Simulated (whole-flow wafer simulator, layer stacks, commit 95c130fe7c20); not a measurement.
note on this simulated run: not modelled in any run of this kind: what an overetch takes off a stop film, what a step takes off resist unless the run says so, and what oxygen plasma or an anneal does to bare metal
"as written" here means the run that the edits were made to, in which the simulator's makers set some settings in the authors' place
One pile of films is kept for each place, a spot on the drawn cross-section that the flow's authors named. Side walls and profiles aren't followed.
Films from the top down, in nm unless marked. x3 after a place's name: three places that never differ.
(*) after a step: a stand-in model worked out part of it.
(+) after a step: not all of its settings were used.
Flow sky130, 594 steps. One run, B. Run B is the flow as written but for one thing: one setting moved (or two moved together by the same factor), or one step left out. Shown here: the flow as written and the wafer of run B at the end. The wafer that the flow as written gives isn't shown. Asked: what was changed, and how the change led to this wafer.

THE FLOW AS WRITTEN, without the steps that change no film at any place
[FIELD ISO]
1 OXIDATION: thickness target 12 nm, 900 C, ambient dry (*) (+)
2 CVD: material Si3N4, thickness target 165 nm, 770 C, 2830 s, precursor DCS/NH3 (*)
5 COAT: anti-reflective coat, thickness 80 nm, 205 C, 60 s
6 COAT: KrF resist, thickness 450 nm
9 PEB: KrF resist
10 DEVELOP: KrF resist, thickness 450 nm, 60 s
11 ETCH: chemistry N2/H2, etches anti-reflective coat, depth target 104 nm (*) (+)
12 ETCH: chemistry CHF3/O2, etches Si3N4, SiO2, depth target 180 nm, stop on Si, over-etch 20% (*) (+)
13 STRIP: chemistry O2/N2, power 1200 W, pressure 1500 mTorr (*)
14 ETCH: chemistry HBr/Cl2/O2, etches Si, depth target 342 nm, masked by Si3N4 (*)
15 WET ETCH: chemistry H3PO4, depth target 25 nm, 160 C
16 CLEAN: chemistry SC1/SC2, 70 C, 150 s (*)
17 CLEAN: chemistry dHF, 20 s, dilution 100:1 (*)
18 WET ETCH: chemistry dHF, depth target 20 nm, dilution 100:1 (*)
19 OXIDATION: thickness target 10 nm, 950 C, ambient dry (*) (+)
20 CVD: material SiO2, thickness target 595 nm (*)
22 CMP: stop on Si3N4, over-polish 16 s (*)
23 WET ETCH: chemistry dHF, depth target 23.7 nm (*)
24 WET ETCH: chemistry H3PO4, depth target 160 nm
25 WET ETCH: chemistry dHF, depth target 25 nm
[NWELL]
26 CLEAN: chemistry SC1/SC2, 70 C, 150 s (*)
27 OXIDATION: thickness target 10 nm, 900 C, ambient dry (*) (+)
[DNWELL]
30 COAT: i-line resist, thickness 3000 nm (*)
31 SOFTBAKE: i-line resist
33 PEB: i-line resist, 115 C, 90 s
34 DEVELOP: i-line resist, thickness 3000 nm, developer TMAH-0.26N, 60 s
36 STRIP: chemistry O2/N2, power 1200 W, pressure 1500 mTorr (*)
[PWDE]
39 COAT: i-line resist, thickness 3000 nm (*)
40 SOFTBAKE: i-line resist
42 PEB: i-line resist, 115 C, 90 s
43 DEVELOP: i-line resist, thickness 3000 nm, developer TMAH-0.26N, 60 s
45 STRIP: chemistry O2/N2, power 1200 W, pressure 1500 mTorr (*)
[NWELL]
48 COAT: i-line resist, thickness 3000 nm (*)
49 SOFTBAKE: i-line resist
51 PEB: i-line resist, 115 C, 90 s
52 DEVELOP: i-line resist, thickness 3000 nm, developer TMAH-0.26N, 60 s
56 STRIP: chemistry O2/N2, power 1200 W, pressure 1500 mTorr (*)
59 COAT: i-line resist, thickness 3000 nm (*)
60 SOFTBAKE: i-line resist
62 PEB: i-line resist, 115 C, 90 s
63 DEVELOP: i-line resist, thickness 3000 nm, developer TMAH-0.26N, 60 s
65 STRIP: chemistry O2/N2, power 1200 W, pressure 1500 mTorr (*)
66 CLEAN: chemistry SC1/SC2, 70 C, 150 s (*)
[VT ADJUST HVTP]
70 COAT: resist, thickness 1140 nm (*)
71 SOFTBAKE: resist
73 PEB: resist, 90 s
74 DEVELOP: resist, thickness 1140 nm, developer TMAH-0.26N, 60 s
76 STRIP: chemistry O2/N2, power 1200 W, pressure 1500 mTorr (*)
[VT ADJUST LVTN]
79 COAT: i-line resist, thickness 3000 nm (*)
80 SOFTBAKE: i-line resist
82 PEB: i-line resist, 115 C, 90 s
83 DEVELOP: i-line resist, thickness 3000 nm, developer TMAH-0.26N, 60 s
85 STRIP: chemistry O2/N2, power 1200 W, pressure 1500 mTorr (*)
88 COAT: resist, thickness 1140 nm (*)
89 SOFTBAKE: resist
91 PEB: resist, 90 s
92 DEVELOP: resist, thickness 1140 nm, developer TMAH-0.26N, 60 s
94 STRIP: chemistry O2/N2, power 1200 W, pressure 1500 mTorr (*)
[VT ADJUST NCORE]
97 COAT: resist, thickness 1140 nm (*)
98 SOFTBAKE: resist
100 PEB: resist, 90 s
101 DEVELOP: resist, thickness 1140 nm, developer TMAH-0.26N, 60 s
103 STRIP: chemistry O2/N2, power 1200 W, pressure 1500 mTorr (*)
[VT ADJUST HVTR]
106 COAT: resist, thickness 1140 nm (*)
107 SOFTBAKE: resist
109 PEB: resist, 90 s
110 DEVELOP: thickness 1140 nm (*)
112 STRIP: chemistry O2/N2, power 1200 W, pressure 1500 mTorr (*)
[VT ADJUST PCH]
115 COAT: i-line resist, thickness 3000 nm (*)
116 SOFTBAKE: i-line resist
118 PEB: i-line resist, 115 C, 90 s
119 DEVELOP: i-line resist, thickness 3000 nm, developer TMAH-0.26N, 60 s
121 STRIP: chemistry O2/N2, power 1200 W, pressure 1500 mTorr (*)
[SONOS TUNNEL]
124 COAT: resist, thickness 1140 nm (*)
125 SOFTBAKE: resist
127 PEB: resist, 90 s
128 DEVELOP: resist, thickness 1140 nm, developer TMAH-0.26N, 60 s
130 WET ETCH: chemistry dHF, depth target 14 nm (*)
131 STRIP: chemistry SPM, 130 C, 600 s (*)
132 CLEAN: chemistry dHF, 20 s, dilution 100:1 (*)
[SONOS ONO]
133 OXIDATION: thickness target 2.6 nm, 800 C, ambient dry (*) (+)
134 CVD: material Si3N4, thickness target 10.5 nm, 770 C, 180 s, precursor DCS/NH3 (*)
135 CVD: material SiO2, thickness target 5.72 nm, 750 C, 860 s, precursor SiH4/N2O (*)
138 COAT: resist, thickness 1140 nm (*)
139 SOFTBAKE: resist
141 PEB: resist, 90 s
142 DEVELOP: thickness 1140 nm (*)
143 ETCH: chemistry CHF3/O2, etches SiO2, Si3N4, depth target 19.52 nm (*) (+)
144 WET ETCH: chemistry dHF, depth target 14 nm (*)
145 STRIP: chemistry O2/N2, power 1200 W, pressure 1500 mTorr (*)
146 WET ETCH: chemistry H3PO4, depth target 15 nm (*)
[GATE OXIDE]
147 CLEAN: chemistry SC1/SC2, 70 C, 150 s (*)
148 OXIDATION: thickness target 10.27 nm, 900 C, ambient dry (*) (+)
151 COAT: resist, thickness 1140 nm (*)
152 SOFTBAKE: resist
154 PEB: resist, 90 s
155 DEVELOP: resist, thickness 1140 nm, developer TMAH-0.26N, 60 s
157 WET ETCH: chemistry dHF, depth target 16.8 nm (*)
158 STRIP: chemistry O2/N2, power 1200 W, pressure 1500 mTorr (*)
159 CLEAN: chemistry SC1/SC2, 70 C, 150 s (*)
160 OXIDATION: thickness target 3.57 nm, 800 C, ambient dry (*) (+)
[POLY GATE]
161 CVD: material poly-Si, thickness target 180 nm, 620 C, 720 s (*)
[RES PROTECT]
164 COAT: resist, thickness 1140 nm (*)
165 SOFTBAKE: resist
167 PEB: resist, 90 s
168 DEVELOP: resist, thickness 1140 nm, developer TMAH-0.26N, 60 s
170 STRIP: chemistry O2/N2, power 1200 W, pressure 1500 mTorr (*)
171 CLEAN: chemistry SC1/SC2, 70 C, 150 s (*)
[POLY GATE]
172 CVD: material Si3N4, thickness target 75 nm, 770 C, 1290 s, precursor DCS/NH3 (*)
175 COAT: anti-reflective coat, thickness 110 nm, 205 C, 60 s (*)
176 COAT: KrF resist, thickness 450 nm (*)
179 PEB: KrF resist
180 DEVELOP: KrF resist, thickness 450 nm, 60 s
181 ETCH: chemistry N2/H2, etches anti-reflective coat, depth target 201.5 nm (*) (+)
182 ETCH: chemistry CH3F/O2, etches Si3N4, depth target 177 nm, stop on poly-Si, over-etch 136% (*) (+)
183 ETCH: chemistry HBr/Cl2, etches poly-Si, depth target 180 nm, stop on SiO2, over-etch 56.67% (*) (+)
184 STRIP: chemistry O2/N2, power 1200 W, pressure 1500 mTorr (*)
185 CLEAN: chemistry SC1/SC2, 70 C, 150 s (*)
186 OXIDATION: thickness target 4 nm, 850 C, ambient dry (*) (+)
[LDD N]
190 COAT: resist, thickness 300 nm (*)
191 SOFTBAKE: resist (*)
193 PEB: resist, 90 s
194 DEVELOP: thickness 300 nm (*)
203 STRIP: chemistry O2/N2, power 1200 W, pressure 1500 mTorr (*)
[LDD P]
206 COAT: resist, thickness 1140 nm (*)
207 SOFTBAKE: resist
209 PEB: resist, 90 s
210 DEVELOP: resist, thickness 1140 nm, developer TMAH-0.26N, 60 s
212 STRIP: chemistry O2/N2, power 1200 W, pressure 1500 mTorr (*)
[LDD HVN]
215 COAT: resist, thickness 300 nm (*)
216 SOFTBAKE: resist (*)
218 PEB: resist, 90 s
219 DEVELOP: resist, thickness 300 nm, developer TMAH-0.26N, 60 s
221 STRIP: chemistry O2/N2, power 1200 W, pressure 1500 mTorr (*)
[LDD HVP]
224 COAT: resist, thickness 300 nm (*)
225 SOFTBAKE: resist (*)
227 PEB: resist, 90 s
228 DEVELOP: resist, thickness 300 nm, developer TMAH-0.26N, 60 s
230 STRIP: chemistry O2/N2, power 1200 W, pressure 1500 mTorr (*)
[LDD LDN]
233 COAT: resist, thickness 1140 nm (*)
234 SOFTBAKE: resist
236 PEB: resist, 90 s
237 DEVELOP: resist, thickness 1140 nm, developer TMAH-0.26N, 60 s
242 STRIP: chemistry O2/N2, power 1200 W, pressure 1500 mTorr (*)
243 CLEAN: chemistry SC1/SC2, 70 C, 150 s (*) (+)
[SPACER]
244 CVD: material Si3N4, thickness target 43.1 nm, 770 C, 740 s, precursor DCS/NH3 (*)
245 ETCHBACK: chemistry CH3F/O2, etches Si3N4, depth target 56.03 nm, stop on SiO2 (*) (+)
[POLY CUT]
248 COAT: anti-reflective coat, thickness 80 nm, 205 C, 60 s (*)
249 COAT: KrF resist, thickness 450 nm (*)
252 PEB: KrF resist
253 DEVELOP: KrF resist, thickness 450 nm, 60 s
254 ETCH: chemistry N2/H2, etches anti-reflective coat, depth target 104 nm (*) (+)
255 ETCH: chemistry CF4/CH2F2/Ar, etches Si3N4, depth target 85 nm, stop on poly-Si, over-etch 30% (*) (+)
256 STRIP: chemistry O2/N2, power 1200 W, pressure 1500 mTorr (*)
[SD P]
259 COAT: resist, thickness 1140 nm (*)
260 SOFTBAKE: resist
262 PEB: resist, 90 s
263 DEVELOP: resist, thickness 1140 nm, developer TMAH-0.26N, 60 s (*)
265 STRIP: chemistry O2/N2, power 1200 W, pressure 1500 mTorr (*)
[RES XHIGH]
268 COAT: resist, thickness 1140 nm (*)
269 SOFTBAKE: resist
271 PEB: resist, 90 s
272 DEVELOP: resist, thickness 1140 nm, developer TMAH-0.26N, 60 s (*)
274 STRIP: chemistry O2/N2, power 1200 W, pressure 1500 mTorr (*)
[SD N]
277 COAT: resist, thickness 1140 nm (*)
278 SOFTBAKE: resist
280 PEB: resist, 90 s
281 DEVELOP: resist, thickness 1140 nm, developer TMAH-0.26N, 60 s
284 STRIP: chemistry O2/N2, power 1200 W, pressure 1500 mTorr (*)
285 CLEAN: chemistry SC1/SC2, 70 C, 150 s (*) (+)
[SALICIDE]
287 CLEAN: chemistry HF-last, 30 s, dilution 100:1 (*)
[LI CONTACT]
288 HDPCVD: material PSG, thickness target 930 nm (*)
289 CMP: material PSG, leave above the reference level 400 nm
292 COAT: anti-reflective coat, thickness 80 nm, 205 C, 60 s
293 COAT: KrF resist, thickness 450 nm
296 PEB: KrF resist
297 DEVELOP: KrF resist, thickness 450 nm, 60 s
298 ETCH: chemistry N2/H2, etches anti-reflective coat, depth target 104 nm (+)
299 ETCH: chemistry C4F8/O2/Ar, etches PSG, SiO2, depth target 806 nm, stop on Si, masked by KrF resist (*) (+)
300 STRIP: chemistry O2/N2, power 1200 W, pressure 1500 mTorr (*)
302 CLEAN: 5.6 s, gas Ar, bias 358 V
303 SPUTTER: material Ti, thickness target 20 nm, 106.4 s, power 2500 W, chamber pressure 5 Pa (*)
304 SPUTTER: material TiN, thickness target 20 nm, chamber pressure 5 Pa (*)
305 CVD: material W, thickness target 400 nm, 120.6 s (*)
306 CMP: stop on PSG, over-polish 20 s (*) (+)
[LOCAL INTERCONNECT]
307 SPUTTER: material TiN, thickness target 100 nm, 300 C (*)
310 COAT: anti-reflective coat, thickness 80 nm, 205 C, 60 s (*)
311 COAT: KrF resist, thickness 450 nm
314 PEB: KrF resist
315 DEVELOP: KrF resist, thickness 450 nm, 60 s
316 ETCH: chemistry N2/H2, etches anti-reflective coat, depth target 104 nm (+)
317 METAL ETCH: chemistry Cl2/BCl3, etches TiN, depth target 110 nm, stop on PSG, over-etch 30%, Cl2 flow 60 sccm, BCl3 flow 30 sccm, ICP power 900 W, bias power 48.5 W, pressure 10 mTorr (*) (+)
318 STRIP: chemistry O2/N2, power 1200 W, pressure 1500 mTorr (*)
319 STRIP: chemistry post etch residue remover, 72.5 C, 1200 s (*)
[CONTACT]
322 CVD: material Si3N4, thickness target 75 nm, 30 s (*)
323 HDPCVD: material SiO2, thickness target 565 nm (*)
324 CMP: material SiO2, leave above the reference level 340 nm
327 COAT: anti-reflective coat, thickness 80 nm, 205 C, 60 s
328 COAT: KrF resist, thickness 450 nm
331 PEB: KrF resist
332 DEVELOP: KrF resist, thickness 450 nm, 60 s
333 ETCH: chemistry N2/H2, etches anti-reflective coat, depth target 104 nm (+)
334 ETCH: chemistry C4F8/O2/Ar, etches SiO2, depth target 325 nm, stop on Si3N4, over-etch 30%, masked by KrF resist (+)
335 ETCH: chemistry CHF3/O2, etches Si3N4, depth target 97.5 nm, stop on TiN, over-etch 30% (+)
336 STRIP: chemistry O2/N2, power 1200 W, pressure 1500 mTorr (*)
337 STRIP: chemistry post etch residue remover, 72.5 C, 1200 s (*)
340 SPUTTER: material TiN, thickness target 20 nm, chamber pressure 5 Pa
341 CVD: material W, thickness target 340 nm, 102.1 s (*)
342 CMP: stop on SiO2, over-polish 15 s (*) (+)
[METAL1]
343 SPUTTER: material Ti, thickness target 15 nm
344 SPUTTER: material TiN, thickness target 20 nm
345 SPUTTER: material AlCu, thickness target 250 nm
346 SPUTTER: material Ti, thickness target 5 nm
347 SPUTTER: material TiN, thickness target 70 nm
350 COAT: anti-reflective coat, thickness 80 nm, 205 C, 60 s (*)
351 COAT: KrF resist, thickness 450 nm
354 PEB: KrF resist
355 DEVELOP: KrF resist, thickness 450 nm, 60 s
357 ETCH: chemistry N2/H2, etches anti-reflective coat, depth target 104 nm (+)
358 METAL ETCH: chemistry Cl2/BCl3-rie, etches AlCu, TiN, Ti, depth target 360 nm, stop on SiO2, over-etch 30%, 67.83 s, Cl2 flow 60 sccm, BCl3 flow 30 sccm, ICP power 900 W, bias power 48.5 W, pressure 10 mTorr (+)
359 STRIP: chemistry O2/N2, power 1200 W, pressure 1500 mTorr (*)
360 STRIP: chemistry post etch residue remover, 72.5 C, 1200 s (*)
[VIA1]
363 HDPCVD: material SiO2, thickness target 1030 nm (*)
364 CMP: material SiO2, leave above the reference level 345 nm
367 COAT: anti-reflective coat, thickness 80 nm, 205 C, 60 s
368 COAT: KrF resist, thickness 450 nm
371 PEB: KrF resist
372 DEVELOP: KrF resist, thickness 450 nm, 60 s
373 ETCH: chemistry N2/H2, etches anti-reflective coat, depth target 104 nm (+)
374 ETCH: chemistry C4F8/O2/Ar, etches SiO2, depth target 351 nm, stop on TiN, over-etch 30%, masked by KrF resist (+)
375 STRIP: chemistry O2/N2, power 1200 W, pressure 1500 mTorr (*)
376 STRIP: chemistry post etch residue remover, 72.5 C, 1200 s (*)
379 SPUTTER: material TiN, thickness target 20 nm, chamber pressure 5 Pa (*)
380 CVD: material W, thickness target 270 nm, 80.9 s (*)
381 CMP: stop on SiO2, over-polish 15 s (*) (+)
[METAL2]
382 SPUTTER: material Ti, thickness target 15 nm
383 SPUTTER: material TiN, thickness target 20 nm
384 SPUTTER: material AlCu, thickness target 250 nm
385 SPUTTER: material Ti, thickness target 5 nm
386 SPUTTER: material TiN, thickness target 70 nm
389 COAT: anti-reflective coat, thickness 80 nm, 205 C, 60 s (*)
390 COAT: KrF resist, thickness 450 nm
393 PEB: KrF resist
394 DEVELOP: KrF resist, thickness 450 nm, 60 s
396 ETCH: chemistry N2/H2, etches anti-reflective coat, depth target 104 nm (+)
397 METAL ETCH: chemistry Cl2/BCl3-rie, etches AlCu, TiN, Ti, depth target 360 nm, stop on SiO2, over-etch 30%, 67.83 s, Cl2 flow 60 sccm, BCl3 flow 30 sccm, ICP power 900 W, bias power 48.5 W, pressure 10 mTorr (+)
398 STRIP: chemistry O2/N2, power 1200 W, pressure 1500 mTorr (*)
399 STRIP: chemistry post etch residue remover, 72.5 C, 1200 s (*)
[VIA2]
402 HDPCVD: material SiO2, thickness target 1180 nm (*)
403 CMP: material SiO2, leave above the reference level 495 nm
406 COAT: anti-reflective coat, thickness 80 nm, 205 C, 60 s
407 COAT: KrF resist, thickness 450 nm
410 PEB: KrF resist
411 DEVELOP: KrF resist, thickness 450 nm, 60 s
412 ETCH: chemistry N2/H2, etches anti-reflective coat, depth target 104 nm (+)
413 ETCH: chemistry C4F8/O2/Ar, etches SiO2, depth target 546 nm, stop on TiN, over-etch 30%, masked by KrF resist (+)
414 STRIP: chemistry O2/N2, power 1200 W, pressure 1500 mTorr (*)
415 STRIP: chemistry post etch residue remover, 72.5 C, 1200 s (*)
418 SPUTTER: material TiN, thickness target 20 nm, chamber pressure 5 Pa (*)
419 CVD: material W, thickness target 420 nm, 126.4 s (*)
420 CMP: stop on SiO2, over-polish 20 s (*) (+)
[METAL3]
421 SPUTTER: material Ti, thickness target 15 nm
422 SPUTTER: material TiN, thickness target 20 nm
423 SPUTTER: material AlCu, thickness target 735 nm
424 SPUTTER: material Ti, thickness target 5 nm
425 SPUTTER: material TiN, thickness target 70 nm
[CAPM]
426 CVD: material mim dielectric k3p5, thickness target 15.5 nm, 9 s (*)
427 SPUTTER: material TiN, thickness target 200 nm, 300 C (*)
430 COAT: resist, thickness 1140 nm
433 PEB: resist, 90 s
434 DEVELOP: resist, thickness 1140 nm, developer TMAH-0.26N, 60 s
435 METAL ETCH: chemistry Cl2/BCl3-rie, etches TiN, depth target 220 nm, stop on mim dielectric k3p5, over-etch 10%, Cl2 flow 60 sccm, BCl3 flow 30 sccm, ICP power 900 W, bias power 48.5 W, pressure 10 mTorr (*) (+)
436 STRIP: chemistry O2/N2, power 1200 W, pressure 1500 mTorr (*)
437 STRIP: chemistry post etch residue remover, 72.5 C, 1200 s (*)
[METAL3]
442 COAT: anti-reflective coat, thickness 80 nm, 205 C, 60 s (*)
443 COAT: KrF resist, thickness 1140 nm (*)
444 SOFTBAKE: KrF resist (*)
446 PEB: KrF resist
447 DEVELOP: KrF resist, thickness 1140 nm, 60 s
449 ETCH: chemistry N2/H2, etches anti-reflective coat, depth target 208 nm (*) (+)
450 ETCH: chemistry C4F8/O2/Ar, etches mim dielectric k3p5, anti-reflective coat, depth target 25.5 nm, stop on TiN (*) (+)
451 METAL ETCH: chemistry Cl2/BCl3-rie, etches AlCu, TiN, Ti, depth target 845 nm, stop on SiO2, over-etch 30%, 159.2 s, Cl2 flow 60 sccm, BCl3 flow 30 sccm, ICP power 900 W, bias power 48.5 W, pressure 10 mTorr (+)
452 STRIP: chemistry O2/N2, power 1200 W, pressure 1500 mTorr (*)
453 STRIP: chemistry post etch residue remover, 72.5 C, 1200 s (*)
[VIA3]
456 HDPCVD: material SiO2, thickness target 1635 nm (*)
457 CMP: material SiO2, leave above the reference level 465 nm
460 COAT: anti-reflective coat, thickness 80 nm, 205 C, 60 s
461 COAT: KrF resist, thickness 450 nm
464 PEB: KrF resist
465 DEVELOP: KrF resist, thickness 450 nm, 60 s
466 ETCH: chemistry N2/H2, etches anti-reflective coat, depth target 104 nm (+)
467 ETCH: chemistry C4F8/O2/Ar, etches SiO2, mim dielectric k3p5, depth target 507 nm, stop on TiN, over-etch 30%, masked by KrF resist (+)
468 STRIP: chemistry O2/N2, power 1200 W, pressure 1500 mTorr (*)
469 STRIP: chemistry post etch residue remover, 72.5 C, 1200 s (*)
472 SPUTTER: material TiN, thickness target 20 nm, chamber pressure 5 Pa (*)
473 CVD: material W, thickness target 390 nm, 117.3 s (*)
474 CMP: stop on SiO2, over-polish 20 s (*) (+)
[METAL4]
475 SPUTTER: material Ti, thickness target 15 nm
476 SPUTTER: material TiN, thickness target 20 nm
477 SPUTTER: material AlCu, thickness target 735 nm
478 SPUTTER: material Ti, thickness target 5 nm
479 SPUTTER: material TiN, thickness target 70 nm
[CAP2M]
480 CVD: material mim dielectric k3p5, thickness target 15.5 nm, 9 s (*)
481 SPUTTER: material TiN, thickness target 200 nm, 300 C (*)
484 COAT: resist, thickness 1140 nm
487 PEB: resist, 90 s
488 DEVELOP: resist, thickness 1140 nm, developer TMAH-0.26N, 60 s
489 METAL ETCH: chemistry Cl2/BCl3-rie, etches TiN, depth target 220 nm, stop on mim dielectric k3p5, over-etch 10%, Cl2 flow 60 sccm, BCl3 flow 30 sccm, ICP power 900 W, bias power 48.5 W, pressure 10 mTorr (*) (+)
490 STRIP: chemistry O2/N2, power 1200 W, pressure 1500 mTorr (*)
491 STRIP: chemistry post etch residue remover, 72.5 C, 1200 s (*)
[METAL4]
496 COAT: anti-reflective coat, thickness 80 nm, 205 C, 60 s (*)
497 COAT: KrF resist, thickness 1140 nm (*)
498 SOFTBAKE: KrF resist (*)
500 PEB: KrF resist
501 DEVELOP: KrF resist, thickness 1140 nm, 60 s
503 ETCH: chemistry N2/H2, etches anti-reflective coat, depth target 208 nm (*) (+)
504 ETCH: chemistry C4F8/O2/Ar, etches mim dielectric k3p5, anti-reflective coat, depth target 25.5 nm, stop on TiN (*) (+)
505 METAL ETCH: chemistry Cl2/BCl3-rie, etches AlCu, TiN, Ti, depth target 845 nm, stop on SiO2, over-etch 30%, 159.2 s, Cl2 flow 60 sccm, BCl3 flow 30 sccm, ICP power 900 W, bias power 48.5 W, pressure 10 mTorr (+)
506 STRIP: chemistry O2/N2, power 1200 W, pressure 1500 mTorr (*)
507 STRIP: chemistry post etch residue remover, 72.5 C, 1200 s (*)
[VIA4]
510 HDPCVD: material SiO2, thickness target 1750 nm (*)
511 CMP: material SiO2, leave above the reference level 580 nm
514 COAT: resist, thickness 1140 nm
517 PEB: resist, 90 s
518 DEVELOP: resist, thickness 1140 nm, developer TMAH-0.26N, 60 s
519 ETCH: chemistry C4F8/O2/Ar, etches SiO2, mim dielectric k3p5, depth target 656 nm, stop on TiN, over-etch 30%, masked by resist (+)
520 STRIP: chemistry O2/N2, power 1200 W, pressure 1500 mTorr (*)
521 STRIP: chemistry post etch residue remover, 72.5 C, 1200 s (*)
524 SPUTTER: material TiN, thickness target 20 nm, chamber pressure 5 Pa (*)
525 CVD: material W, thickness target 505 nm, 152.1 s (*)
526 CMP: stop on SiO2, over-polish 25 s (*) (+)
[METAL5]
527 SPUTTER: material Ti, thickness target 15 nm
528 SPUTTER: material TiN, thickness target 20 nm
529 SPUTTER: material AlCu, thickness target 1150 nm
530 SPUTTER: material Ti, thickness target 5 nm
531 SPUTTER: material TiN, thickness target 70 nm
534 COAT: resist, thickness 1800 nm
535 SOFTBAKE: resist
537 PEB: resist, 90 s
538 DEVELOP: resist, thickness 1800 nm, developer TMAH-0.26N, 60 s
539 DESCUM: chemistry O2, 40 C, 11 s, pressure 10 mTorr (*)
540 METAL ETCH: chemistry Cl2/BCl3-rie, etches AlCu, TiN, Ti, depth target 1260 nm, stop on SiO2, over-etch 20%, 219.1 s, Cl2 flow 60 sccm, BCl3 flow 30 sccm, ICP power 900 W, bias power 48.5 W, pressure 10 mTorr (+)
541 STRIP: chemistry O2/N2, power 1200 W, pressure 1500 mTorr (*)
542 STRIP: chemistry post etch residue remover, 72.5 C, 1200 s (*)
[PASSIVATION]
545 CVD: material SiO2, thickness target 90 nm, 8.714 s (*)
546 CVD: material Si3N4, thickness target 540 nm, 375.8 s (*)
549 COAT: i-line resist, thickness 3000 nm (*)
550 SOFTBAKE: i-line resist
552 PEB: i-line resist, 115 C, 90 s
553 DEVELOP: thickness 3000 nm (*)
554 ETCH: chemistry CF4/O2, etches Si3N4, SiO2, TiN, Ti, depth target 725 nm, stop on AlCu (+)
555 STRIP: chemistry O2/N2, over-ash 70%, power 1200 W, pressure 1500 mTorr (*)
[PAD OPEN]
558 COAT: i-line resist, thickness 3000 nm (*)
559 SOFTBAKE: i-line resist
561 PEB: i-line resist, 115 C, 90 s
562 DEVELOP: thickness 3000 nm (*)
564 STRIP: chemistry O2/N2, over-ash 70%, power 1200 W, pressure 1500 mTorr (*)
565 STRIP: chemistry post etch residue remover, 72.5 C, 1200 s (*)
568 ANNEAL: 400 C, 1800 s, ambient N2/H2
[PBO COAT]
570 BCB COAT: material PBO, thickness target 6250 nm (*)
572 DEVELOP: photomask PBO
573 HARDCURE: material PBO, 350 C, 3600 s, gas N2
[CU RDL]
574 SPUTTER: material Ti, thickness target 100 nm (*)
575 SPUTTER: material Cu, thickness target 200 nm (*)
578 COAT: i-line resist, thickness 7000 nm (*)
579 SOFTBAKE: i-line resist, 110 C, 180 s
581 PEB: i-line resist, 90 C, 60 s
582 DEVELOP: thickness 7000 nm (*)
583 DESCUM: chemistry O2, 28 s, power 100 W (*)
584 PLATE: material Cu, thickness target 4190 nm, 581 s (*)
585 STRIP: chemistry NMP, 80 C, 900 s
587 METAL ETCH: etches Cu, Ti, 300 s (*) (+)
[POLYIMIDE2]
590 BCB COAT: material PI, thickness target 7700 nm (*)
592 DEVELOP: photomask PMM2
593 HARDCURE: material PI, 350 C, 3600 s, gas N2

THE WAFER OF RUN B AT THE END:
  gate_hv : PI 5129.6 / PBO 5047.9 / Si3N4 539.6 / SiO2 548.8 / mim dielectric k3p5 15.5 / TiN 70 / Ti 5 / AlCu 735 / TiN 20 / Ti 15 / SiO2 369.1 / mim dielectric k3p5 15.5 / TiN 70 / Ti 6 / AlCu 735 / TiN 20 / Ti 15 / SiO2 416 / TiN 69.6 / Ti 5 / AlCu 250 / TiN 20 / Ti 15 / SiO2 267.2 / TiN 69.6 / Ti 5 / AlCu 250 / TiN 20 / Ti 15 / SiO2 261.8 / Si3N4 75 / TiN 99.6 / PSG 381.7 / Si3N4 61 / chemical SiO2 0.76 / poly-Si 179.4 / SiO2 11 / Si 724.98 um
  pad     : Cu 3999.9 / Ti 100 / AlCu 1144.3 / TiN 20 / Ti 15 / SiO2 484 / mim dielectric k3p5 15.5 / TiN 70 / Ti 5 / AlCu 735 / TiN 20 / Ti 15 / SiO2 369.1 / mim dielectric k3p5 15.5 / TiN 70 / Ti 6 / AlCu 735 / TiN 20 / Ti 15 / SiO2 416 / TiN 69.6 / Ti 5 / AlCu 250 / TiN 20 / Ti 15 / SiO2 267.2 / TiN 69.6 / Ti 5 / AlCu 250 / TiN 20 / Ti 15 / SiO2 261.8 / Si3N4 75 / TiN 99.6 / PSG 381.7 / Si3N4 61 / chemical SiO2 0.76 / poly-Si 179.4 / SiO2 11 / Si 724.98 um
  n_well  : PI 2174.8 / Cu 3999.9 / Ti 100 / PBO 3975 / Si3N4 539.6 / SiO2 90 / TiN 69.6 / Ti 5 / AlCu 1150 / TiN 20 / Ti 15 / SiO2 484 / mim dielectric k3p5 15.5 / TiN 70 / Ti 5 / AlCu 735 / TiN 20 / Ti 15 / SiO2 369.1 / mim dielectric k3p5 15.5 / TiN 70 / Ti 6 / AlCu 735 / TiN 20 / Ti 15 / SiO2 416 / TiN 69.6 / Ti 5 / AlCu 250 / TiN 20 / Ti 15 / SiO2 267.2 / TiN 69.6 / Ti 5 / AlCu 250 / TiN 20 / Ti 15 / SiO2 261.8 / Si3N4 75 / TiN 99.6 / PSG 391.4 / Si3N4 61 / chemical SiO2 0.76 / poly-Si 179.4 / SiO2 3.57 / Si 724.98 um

The cause: step 424, SPUTTER: thickness target 6 nm was run, where the flow has thickness target 5 nm.
It can be read off the wafer: gate_hv has Ti 6, and step 424 as written asks for 5 nm.

How the change led to this, step by step:
  424 SPUTTER: material Ti, thickness target 5 nm
      field, active, n_well and 188 more: Ti +6 (new film) (as written it would be: Ti +5 (new film))
  451 METAL ETCH: chemistry Cl2/BCl3-rie, etches AlCu, TiN, Ti, depth target 845 nm, stop on SiO2, over-etch 30%, 159.2 s, Cl2 flow 60 sccm, BCl3 flow 30 sccm, ICP power 900 W, bias power 48.5 W, pressure 10 mTorr (+)
      field, active, gate and 66 more: TiN -70 (all of it), Ti -6 (all of it), AlCu -735 (all of it), TiN -20 (all of it), Ti -15 (all of it), SiO2 -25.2 (as written it would be: TiN -70 (all of it), Ti -5 (all of it), AlCu -735 (all of it), TiN -20 (all of it), Ti -15 (all of it), SiO2 -25.4)
      vpp_ln, vpp_iso2, ndiff_ln and 10 more: TiN -70 (all of it), Ti -6 (all of it), AlCu -735 (all of it), TiN -20 (all of it), Ti -15 (all of it), SiO2 -25.2 (as written it would be: TiN -70 (all of it), Ti -5 (all of it), AlCu -735 (all of it), TiN -20 (all of it), Ti -15 (all of it), SiO2 -25.3)
      (and at 3 more places)
